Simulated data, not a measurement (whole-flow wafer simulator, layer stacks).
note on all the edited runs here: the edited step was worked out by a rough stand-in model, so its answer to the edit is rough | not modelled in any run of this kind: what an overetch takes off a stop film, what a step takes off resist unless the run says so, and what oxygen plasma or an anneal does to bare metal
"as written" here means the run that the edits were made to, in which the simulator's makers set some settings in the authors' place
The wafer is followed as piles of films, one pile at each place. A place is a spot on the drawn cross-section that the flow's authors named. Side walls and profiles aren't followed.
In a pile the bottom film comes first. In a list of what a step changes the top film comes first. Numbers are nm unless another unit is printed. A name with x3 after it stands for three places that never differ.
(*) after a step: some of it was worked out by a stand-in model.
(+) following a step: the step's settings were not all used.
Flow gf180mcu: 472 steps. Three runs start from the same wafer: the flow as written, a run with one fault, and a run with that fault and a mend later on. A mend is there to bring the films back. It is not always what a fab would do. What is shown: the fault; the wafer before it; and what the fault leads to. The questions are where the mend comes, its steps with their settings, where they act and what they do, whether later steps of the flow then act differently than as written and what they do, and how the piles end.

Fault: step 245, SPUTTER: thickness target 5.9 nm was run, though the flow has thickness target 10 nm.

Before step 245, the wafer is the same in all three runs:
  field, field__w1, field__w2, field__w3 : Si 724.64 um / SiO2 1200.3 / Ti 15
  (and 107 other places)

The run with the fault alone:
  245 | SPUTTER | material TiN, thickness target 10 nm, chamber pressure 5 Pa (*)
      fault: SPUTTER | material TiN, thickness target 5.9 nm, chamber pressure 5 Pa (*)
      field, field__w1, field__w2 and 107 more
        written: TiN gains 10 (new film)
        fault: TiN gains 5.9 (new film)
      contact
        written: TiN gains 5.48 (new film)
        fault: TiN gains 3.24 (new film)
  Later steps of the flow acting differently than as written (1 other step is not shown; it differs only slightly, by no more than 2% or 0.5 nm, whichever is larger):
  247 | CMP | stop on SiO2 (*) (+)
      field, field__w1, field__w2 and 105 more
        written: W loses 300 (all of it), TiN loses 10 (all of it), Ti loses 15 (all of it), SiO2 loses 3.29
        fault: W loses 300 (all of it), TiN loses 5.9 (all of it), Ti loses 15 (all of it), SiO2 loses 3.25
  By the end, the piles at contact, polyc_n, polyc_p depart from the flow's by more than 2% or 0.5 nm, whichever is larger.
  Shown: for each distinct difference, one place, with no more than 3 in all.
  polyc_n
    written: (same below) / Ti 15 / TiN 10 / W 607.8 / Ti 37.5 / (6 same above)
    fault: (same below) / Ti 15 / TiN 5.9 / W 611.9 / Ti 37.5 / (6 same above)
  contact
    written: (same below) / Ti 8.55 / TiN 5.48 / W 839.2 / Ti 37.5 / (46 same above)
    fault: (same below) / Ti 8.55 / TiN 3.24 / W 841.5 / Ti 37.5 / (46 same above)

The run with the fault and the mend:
  The mend stands after step 245.
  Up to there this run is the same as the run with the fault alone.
  245a | SPUTTER | material TiN, thickness target 4.1 nm, chamber pressure 5 Pa (*) (the flow's step 245, run once more with other settings)
      field, field__w1, field__w2 and 107 more
        TiN gains 4.1
      contact
        TiN gains 2.24
  None of the later steps of the flow acts differently than as written at any place that is followed.
  At every place that both follow, the piles at the end match the flow's.
